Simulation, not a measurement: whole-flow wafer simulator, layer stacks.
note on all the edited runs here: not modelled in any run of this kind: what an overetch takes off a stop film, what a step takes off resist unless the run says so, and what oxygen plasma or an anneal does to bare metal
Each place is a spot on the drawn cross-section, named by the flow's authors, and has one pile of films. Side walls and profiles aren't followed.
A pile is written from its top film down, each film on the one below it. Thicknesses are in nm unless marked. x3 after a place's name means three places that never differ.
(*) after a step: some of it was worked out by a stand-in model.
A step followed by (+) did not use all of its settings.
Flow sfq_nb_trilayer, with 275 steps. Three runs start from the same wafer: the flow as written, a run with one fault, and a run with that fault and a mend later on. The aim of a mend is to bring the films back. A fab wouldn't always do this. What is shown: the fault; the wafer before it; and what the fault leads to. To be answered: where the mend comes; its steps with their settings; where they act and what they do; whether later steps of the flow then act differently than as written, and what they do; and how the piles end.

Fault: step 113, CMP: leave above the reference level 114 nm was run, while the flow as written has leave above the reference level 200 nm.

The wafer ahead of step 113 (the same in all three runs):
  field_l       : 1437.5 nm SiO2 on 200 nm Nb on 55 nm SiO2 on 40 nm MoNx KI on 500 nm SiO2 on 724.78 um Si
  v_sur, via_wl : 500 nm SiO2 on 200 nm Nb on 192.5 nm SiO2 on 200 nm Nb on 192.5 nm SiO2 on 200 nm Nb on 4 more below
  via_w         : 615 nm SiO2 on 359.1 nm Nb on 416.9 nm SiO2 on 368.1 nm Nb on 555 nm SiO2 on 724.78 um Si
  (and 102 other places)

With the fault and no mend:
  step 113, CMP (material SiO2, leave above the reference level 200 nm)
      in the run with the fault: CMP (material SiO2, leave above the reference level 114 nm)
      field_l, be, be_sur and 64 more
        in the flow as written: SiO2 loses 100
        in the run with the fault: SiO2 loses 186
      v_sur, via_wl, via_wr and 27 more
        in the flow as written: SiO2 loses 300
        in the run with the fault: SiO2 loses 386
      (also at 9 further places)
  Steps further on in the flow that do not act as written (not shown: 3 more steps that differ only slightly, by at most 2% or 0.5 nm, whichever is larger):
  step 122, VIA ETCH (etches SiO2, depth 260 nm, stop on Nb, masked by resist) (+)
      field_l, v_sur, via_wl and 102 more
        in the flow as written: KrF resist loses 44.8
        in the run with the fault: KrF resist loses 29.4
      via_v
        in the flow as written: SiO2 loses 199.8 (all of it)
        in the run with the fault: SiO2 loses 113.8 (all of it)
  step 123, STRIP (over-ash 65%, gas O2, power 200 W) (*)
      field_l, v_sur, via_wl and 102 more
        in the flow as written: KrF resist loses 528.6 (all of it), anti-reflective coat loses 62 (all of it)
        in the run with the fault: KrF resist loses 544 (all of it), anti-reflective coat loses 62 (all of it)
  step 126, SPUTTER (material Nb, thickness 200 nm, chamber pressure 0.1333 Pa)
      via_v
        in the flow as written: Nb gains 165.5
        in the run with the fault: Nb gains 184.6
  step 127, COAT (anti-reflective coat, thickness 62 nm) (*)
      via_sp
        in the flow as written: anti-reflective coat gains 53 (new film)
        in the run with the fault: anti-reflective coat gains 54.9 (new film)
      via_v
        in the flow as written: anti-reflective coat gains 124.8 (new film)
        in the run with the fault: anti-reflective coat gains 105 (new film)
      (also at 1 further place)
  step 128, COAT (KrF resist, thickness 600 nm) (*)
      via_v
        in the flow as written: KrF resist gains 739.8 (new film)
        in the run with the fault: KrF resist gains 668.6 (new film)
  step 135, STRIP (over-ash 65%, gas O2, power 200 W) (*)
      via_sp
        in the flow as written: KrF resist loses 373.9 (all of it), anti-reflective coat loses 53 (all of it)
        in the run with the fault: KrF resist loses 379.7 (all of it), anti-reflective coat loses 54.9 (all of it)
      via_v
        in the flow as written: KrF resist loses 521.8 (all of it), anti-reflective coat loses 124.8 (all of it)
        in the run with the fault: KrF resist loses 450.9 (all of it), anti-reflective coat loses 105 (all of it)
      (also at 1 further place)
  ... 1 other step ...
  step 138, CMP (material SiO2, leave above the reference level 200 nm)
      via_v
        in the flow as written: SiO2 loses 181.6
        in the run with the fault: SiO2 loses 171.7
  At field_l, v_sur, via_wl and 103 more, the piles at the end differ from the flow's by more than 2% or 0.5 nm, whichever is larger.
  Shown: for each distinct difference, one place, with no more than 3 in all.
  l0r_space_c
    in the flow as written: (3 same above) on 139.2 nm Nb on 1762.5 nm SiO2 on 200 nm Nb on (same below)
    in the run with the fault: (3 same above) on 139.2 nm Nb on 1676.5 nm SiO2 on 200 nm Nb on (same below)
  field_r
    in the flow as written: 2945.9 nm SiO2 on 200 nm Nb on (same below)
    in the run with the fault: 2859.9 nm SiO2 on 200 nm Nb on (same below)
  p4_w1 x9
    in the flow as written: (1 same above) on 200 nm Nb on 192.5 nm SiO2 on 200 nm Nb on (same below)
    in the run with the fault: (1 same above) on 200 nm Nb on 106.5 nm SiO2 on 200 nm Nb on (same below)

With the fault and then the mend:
  After step 120 comes the mend.
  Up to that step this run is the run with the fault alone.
  step 120a, STRIP (over-ash 65%, gas O2, power 200 W) (*)
      field_l, v_sur, via_wl and 102 more
        KrF resist loses 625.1 (all of it), anti-reflective coat loses 62 (all of it)
      via_v
        anti-reflective coat loses 62 (all of it)
  step 120b, PECVD (material SiO2, thickness 86 nm, 150 C, 19.11 s, RF power 183.3 W, pressure 2.4 Torr, precursor SiH4/N2O) (the flow's step 112 again, with other settings)
      field_l, v_sur, via_wl and 103 more
        SiO2 gains 86
  step 120c, COAT (anti-reflective coat, thickness 62 nm) (the flow's step 115 again)
      field_l, v_sur, via_wl and 103 more
        anti-reflective coat gains 62 (new film)
  step 120d, COAT (KrF resist, thickness 650 nm) (the flow's step 116 again)
      field_l, v_sur, via_wl and 103 more
        KrF resist gains 650 (new film)
  step 120e, SOFTBAKE (KrF resist) (the flow's step 117 again)
      does not change any film at any place that is followed
  step 120f, EXPOSE (photomask I3, dose 11.91 mJ/cm2, NA 0.6, wavelength 248 nm) (*) (the flow's step 118 again)
      does not change any film at any place that is followed
  step 120g, PEB (KrF resist, 90 s) (the flow's step 119 again)
      field_l, v_sur, via_wl and 103 more
        KrF resist loses 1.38
  step 120h, DEVELOP (KrF resist, thickness 650 nm, 60 s) (the flow's step 120 again)
      field_l, v_sur, via_wl and 102 more
        KrF resist loses 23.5
      via_v
        KrF resist loses 648.6 (all of it)
  None of the later steps of the flow acts differently than as written at any place that is followed.
  By the end, the piles equal the flow's at every place that both follow.
